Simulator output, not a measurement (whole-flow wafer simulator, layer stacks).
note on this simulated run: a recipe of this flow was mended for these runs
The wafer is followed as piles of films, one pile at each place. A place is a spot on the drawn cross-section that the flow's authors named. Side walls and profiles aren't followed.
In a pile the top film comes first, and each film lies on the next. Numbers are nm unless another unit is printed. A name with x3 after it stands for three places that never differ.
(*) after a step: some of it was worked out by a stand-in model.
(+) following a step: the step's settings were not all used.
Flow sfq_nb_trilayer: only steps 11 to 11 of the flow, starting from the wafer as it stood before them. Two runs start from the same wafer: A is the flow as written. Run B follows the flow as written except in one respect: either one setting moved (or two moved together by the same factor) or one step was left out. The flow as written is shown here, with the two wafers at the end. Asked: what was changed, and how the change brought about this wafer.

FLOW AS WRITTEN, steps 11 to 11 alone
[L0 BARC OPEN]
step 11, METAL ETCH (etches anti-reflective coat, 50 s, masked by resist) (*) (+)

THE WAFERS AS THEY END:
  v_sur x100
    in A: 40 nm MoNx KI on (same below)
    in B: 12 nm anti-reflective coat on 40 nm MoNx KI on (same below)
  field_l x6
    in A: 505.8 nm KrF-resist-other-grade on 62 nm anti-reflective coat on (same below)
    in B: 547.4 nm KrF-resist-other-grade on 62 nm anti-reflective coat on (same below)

Cause: step 11, METAL ETCH: 20 s was run, while the flow as written has 50 s.

Step by step, how the change led to this:
  step 11, METAL ETCH (etches anti-reflective coat, 50 s, masked by resist) (*) (+)
      v_sur x100: A anti-reflective coat loses 62 (all of it) | B anti-reflective coat loses 50
      field_l x6: A KrF-resist-other-grade loses 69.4 | B KrF-resist-other-grade loses 27.8
